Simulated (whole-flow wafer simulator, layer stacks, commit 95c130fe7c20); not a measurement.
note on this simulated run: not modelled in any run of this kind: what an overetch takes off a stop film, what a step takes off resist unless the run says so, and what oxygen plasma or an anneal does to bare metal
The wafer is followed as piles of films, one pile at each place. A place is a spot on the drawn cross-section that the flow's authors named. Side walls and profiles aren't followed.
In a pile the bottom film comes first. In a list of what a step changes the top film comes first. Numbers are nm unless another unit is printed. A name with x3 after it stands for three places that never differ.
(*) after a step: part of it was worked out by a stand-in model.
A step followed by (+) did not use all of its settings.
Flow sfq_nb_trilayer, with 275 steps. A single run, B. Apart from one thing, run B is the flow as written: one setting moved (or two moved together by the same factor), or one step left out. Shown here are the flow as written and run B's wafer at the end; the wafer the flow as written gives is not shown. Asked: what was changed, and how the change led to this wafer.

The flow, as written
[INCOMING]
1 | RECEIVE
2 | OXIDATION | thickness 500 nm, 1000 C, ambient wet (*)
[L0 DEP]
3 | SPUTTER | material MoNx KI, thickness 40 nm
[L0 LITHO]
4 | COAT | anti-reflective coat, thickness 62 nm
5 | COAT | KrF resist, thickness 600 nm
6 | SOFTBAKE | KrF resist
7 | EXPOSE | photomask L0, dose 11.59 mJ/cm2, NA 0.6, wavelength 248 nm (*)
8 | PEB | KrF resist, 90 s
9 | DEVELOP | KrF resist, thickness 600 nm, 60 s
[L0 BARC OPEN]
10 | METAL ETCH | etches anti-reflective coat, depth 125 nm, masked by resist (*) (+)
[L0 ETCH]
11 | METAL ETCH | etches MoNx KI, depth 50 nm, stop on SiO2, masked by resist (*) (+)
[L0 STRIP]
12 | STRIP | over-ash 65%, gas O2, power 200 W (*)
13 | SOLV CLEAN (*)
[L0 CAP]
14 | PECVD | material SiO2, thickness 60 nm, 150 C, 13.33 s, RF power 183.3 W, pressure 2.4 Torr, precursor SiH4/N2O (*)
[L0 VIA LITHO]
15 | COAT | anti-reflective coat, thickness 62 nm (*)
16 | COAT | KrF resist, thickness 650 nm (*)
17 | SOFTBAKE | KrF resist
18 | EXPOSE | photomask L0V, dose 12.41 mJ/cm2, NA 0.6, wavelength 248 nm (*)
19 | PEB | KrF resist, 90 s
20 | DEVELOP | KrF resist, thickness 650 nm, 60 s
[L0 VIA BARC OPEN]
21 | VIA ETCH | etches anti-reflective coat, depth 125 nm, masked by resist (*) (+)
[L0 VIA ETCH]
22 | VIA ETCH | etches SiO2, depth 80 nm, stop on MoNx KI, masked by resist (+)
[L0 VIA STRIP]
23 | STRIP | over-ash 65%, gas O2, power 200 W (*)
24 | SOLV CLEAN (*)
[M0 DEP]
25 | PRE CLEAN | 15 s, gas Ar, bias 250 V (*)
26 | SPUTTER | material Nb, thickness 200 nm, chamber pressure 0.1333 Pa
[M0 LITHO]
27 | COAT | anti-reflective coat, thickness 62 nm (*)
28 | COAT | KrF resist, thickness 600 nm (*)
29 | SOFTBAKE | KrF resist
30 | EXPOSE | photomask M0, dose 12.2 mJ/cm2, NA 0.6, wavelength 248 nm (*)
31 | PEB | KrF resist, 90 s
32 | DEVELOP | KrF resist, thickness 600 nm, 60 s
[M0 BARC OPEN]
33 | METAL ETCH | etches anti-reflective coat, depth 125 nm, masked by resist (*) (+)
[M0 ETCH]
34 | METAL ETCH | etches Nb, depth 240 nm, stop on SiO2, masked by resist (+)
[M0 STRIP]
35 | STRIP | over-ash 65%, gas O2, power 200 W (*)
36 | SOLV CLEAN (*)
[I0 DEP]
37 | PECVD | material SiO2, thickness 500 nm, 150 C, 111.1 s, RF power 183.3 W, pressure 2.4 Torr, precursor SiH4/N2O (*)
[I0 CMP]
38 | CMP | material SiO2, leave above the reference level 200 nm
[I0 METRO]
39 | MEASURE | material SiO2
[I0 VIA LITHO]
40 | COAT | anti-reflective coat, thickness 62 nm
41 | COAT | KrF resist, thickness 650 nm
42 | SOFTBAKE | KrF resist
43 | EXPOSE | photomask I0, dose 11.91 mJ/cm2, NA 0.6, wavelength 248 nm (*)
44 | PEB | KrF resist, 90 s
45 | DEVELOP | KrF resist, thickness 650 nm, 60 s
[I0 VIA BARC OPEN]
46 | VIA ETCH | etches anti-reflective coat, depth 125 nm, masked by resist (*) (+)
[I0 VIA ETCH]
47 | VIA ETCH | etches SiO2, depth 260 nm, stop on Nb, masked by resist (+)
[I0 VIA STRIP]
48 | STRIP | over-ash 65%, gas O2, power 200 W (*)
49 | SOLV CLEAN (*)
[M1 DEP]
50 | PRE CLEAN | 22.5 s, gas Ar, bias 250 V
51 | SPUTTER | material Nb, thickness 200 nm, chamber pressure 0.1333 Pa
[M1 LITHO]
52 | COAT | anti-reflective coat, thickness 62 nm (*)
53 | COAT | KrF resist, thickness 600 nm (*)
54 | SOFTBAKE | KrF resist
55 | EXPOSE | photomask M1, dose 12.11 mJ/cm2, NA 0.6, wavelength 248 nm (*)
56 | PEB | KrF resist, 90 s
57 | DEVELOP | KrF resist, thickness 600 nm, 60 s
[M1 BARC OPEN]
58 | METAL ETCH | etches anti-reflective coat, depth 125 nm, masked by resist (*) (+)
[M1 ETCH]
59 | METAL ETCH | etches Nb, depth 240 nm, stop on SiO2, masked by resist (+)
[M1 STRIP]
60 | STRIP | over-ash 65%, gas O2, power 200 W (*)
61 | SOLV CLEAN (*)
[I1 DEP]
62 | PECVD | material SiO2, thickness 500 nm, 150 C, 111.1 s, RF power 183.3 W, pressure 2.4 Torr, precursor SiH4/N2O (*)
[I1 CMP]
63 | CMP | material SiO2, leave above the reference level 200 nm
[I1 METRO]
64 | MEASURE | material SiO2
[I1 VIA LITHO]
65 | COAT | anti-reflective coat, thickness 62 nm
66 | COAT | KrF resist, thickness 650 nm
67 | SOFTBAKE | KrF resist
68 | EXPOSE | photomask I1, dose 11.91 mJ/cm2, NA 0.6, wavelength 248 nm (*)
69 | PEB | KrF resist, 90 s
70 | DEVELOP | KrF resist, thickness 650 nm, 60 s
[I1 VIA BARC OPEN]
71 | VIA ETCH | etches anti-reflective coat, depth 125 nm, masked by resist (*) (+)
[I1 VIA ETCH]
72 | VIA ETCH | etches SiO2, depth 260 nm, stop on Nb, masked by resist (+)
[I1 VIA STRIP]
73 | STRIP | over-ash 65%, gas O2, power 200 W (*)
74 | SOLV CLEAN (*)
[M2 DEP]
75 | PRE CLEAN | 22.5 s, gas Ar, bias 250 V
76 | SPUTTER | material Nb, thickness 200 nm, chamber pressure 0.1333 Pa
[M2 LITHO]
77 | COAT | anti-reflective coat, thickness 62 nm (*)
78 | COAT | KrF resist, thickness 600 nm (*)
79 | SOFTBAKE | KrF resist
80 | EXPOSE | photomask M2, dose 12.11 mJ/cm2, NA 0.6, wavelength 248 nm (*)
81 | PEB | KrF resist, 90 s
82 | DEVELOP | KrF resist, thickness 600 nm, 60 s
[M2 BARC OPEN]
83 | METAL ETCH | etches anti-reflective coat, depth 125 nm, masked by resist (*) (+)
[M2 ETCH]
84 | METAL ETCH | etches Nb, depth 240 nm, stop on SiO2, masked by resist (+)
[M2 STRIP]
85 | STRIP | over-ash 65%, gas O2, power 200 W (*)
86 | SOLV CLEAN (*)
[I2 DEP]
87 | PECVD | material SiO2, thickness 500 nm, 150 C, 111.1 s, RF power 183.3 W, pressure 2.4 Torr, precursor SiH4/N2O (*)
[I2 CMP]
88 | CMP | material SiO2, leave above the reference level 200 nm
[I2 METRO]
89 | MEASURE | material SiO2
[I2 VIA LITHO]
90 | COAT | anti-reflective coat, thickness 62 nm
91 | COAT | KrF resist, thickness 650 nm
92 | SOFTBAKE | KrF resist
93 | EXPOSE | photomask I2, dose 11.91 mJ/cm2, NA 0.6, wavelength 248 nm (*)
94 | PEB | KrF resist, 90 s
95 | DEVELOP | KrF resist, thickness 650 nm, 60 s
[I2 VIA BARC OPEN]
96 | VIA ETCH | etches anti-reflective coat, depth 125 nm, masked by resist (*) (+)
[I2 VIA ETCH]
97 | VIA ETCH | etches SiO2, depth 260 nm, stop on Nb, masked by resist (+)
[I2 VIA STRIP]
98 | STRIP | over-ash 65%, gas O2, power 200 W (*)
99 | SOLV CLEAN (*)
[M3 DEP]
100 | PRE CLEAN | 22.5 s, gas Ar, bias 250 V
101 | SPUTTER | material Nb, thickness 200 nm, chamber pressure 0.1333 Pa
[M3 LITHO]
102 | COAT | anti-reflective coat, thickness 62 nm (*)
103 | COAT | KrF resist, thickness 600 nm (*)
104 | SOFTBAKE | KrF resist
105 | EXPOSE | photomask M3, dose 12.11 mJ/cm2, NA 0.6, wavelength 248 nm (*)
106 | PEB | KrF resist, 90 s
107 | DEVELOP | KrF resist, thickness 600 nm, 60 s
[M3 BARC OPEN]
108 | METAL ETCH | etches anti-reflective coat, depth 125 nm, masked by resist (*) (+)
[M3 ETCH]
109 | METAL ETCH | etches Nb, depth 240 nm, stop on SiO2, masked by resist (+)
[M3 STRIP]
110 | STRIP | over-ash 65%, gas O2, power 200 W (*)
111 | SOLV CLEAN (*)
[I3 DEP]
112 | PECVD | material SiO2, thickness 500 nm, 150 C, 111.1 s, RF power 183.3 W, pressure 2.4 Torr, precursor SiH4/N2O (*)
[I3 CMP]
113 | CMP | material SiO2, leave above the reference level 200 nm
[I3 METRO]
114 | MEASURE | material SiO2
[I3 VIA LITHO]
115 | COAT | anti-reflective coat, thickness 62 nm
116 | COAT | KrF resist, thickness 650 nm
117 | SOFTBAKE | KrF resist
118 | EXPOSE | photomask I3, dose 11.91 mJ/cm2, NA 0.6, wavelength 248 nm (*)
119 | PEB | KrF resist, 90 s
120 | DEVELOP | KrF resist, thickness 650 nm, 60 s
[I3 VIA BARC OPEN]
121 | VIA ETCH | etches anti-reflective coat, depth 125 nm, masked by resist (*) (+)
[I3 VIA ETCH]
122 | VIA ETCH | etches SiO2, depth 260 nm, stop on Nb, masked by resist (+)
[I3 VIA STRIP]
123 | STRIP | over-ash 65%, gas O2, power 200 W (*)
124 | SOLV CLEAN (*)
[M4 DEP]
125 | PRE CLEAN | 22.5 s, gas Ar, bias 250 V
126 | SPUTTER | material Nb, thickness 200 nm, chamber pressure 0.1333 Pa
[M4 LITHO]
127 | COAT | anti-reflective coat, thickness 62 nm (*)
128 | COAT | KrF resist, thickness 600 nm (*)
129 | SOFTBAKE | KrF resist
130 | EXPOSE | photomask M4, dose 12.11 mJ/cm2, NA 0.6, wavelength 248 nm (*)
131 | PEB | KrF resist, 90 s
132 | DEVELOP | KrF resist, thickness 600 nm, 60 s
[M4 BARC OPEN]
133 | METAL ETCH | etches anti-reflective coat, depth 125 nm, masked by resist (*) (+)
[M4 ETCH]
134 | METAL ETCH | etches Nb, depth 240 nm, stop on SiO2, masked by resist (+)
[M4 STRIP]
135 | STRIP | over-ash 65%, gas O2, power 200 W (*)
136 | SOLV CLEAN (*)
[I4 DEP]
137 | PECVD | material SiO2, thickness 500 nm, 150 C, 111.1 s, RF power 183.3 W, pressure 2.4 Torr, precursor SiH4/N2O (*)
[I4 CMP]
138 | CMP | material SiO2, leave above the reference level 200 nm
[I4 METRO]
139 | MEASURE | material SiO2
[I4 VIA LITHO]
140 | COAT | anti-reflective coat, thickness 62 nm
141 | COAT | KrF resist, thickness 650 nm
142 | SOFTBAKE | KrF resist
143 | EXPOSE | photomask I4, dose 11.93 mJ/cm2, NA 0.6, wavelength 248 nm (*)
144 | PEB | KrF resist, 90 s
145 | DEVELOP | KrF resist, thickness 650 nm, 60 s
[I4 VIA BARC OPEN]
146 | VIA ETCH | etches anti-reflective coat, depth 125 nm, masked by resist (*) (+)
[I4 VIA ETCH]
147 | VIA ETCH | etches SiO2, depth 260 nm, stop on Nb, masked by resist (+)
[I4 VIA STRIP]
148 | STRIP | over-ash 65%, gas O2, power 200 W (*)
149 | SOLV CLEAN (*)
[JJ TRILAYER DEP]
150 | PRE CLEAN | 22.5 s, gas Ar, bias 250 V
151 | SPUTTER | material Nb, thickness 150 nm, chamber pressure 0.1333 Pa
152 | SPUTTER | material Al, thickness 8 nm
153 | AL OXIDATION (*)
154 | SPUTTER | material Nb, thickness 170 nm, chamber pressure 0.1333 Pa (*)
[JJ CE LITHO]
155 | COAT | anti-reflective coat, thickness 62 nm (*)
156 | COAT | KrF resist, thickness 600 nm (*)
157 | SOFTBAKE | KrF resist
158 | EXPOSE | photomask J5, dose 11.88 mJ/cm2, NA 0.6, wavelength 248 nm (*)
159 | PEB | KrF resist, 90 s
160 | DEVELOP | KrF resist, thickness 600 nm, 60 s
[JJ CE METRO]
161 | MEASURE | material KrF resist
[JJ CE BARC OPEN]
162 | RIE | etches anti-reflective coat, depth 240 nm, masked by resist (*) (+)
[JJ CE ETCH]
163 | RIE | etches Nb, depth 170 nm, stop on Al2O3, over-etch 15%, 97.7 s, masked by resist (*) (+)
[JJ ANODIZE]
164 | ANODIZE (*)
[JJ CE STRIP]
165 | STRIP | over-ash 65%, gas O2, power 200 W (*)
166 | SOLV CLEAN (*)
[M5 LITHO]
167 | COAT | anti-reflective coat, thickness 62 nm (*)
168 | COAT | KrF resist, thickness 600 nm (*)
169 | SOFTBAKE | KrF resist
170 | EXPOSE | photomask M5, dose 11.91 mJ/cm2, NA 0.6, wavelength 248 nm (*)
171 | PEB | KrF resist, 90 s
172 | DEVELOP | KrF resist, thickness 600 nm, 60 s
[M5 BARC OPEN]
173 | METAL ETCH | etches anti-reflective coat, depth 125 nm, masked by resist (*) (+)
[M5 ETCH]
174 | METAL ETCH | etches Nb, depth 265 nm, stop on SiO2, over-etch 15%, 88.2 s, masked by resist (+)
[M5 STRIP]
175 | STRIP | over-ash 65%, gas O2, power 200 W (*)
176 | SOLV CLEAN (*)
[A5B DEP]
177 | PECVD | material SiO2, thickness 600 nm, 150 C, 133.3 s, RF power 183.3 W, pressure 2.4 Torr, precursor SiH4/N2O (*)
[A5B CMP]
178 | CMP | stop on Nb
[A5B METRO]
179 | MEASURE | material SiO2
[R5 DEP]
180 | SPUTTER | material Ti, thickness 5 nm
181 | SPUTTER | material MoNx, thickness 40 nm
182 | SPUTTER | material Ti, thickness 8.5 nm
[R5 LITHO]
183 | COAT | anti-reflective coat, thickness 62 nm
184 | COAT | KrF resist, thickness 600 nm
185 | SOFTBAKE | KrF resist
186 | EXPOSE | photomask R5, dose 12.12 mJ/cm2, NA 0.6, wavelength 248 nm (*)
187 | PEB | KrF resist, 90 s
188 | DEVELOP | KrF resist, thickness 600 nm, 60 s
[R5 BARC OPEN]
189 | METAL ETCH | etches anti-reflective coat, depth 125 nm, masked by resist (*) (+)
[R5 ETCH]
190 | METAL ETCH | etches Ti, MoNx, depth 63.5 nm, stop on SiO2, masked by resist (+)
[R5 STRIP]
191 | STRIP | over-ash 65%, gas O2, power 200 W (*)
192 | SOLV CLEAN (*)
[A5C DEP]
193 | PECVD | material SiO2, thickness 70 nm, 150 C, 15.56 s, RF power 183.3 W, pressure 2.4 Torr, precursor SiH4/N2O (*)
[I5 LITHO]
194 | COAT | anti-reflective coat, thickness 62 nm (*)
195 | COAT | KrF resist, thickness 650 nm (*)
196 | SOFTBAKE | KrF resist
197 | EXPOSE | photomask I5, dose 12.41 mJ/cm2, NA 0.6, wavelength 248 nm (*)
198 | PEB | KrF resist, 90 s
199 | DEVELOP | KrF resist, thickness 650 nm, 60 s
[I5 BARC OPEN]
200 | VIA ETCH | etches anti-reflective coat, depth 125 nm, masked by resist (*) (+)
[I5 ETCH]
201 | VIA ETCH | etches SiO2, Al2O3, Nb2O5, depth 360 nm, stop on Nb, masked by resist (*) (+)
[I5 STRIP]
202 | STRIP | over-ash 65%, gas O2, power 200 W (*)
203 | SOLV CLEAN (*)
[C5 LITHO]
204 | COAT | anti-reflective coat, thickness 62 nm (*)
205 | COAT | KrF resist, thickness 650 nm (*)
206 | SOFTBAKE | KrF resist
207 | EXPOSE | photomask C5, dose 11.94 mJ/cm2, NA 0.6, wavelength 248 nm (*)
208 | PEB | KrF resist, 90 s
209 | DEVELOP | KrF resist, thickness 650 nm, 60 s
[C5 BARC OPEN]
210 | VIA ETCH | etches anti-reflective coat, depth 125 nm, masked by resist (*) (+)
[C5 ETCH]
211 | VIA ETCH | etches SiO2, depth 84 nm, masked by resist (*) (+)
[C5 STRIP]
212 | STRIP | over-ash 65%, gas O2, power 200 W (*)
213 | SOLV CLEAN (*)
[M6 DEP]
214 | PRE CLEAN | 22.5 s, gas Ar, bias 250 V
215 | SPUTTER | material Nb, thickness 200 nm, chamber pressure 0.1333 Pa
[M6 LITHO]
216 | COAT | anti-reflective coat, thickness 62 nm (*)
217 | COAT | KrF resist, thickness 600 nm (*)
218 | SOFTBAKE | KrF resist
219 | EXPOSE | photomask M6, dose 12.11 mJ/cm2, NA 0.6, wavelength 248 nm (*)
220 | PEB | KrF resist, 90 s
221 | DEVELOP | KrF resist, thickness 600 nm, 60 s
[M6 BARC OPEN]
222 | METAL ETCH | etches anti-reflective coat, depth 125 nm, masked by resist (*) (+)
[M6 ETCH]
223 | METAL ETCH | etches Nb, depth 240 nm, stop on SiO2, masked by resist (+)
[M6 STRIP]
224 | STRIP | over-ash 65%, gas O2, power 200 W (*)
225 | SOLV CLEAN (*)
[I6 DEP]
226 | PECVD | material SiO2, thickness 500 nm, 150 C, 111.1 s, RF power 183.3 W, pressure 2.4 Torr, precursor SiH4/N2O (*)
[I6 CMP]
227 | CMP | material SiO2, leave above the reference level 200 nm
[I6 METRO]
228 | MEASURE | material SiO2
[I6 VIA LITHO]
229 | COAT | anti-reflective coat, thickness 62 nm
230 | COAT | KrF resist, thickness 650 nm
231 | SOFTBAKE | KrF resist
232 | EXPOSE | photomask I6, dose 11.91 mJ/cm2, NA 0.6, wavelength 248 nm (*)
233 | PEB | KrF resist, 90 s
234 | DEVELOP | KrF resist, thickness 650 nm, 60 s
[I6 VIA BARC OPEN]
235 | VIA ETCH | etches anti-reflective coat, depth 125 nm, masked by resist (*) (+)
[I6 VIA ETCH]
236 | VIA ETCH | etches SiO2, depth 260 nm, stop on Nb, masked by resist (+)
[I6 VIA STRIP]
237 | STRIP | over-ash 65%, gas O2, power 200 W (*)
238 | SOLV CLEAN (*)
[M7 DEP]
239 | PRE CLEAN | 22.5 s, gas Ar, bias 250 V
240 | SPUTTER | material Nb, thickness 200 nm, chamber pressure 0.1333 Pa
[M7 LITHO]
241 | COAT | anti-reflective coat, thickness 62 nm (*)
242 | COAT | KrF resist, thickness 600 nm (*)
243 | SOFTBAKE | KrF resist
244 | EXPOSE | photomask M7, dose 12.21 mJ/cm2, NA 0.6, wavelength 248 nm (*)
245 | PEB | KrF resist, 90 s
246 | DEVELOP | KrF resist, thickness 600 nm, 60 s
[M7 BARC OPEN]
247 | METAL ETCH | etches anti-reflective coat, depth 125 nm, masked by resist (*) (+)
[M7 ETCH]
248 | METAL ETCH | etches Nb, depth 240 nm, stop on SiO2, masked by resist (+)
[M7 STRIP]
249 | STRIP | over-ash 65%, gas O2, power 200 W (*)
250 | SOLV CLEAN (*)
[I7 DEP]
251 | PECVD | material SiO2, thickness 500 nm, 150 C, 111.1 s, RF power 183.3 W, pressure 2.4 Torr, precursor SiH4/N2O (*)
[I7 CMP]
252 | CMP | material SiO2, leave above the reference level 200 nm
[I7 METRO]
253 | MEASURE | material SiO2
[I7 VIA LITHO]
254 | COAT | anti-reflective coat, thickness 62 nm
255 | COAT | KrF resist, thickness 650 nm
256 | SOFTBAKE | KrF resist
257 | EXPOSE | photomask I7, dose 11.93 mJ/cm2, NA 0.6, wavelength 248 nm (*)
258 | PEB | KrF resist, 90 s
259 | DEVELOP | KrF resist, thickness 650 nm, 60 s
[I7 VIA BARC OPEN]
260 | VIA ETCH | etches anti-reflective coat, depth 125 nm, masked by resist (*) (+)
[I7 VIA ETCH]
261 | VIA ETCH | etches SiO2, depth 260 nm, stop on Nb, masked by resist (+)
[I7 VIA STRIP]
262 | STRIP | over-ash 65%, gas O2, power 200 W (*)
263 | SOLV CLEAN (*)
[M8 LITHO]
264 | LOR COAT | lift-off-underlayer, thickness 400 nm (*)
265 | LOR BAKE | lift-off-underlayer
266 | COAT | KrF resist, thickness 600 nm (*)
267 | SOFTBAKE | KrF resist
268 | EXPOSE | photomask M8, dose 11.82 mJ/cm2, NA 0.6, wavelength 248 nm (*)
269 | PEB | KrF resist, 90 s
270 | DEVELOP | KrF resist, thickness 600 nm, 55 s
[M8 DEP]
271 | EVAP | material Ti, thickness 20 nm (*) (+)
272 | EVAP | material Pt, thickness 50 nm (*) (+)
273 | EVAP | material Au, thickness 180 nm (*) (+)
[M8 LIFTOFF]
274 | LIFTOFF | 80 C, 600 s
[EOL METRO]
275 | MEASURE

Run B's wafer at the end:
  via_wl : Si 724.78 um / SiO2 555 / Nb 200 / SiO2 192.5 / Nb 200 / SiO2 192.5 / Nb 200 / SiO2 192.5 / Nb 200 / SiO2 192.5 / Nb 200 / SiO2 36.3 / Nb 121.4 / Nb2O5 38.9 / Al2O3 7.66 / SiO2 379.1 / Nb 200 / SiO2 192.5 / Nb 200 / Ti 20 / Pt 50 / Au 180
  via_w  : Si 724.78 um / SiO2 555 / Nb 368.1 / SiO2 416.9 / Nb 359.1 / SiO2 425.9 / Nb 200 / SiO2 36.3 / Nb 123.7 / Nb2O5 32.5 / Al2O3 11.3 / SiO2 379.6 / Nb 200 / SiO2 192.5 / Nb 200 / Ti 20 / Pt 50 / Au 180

What caused this: step 147, VIA ETCH: depth 156 nm was run, though the flow has depth 260 nm.

Step by step, how the change led to this:
  147 | VIA ETCH | etches SiO2, depth 260 nm, stop on Nb, masked by resist (+)
      via_wl, via_w, via_wr: SiO2 loses 156 (in the flow as written it would be: SiO2 loses 199.8 (all of it))
      field_l, v_sur, via_sp and 100 more: KrF resist loses 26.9 (in the flow as written it would be: KrF resist loses 44.8)
  148 | STRIP | over-ash 65%, gas O2, power 200 W (*)
      field_l, v_sur, via_sp and 100 more: KrF resist loses 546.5 (all of it), anti-reflective coat loses 62 (all of it) (in the flow as written it would be: KrF resist loses 528.6 (all of it), anti-reflective coat loses 62 (all of it))
  150 | PRE CLEAN | 22.5 s, gas Ar, bias 250 V
      via_wl, via_w, via_wr: SiO2 loses 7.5 (in the flow as written it would be: Nb loses 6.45)
  151 | SPUTTER | material Nb, thickness 150 nm, chamber pressure 0.1333 Pa
      via_wl, via_w, via_wr: Nb gains 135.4 (new film) (in the flow as written it would be: Nb gains 130.4)
  154 | SPUTTER | material Nb, thickness 170 nm, chamber pressure 0.1333 Pa (*)
      via_wl, via_wr: Nb gains 148.1 (new film) (in the flow as written it would be: Nb gains 140.7 (new film))
      via_w: Nb gains 148.5 (new film) (in the flow as written it would be: Nb gains 141 (new film))
  155 | COAT | anti-reflective coat, thickness 62 nm (*)
      via_wl, via_wr: anti-reflective coat gains 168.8 (new film) (in the flow as written it would be: anti-reflective coat gains 209.4 (new film))
      v_sur: anti-reflective coat gains 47 (new film) (in the flow as written it would be: anti-reflective coat gains 45.1 (new film))
      (and at 2 other places as well)
  156 | COAT | KrF resist, thickness 600 nm (*)
      via_w: KrF resist gains 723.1 (new film) (in the flow as written it would be: KrF resist gains 763.8 (new film))
  160 | DEVELOP | KrF resist, thickness 600 nm, 60 s
      via_w: KrF resist loses 721.6 (all of it) (in the flow as written it would be: KrF resist loses 762.1 (all of it))
  162 | RIE | etches anti-reflective coat, depth 240 nm, masked by resist (*) (+)
      ce_l, c5j, ce_r, wl_jj: KrF resist loses 168.8 (in the flow as written it would be: KrF resist loses 209.4)
      via_wl, via_wr: anti-reflective coat loses 168.8 (all of it) (in the flow as written it would be: anti-reflective coat loses 209.4 (all of it))
      (and at 3 other places as well)
  163 | RIE | etches Nb, depth 170 nm, stop on Al2O3, over-etch 15%, 97.7 s, masked by resist (*) (+)
      via_wl, via_wr: Nb loses 148.1 (all of it), Al2O3 loses 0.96 (all of it) (in the flow as written it would be: Nb loses 140.7 (all of it), Al2O3 loses 0.96 (all of it))
      via_w: Nb loses 148.5 (all of it), Al2O3 loses 0.96 (all of it) (in the flow as written it would be: Nb loses 141 (all of it), Al2O3 loses 0.96 (all of it))
  164 | ANODIZE (*)
      via_w: Al2O3 gains 11.3 (new film), Nb2O5 gains 32.5 (new film), Al loses 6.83 (all of it), Nb loses 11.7 (in the flow as written it would be: Al2O3 gains 10.8 (new film), Nb2O5 gains 33.3 (new film), Al loses 6.54 (all of it), Nb loses 12)
  165 | STRIP | over-ash 65%, gas O2, power 200 W (*)
      c5j, ce_r: KrF resist loses 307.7 (all of it), anti-reflective coat loses 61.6 (all of it) (in the flow as written it would be: KrF resist loses 266.9 (all of it), anti-reflective coat loses 61.5 (all of it))
      ce_l: KrF resist loses 307.6 (all of it), anti-reflective coat loses 61.6 (all of it) (in the flow as written it would be: KrF resist loses 266.8 (all of it), anti-reflective coat loses 61.4 (all of it))
      (and at 1 other place as well)
  167 | COAT | anti-reflective coat, thickness 62 nm (*)
      v_sur: anti-reflective coat gains 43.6 (new film) (in the flow as written it would be: anti-reflective coat gains 44.9 (new film))
      via_wl: anti-reflective coat gains 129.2 (new film) (in the flow as written it would be: anti-reflective coat gains 170.5 (new film))
      (and at 2 other places as well)
  168 | COAT | KrF resist, thickness 600 nm (*)
      via_w: KrF resist gains 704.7 (new film) (in the flow as written it would be: KrF resist gains 732.6 (new film))
  175 | STRIP | over-ash 65%, gas O2, power 200 W (*)
      v_sur: KrF resist loses 356.5 (all of it), anti-reflective coat loses 43.6 (all of it) (in the flow as written it would be: KrF resist loses 349.2 (all of it), anti-reflective coat loses 44.9 (all of it))
      via_wl: KrF resist loses 429.2 (all of it), anti-reflective coat loses 129.2 (all of it) (in the flow as written it would be: KrF resist loses 427 (all of it), anti-reflective coat loses 170.5 (all of it))
      (and at 2 other places as well)
  178 | CMP | stop on Nb
      via_wl, via_wr: SiO2 loses 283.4 (in the flow as written it would be: SiO2 loses 235.7)
      via_w: SiO2 loses 282.9 (in the flow as written it would be: SiO2 loses 235.2)
Taking metal films that touch as one body, via_wl has 8 bodies (between them, from the top down: SiO2 192.5; SiO2 379.1 / Al2O3 7.66 / Nb2O5 38.9; SiO2 36.3; SiO2 192.5; SiO2 192.5; SiO2 192.5; SiO2 192.5); the flow as written gives 7 bodies (between them, from the top down: SiO2 192.5; SiO2 426.8 / Al2O3 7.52 / Nb2O5 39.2; SiO2 192.5; SiO2 192.5; SiO2 192.5; SiO2 192.5).
Taking metal films that touch as one body, via_w has 6 bodies (between them, from the top down: SiO2 192.5; SiO2 379.6 / Al2O3 11.3 / Nb2O5 32.5; SiO2 36.3; SiO2 425.9; SiO2 416.9); the flow as written gives 5 bodies (between them, from the top down: SiO2 192.5; SiO2 427.3 / Al2O3 10.8 / Nb2O5 33.3; SiO2 425.9; SiO2 416.9).
